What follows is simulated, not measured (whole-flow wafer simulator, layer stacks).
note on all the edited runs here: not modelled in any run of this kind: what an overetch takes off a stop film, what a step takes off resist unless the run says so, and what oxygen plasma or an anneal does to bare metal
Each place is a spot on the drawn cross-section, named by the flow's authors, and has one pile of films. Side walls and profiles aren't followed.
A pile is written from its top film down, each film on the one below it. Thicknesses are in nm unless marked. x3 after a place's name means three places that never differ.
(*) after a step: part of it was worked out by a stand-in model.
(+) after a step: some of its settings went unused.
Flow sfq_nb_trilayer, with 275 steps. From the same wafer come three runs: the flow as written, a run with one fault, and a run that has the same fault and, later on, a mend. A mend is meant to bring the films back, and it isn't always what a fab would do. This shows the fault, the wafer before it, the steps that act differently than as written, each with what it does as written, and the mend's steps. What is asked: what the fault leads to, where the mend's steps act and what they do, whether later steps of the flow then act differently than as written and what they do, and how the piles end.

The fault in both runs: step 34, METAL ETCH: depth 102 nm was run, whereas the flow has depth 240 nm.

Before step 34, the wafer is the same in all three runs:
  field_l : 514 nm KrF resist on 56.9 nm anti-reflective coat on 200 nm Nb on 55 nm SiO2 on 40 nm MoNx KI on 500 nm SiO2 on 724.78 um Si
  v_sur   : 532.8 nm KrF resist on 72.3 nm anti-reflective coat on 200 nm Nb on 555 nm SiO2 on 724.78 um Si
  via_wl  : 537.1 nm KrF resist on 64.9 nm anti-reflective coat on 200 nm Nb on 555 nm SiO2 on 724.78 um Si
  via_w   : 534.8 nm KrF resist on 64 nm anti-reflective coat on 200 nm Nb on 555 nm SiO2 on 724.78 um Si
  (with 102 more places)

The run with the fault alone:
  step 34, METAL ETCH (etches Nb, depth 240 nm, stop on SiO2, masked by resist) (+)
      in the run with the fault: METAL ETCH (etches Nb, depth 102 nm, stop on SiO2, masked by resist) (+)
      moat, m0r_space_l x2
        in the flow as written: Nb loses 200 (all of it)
        in the run with the fault: Nb loses 102
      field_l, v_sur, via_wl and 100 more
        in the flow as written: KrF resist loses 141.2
        in the run with the fault: KrF resist loses 60
  Steps further on in the flow that do not act as written:
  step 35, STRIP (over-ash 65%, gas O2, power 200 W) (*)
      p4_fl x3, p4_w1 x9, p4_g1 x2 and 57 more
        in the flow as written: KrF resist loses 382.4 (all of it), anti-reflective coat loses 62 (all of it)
        in the run with the fault: KrF resist loses 463.6 (all of it), anti-reflective coat loses 62 (all of it)
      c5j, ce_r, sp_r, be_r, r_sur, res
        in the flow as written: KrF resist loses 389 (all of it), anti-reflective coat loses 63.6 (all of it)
        in the run with the fault: KrF resist loses 470.2 (all of it), anti-reflective coat loses 63.6 (all of it)
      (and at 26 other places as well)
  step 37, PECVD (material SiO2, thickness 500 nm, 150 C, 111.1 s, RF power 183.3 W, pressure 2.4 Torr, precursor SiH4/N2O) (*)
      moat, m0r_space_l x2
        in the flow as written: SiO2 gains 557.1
        in the run with the fault: SiO2 gains 500 (new film)
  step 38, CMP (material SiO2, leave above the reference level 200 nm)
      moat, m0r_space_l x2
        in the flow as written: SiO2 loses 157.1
        in the run with the fault: SiO2 loses 198
  The piles end different from the flow's at moat, m0r_space_l x2 by more than 2% or 0.5 nm, whichever is larger.
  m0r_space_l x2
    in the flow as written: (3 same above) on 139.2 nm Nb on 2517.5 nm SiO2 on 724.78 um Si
    in the run with the fault: (3 same above) on 139.2 nm Nb on 1864.5 nm SiO2 on 98 nm Nb on 555 nm SiO2 on 724.78 um Si
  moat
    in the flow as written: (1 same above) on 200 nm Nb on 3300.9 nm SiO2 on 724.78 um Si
    in the run with the fault: (1 same above) on 200 nm Nb on 2647.9 nm SiO2 on 98 nm Nb on 555 nm SiO2 on 724.78 um Si

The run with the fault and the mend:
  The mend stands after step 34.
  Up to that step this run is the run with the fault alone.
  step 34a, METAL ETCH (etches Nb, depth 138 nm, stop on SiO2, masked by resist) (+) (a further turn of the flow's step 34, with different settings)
      field_l, v_sur, via_wl and 100 more
        KrF resist loses 81.2
      moat, m0r_space_l x2
        Nb loses 98 (all of it)
  Later steps of the flow that are run all act as written at every place that is followed.
  The piles end the same as the flow's at every place that both follow.
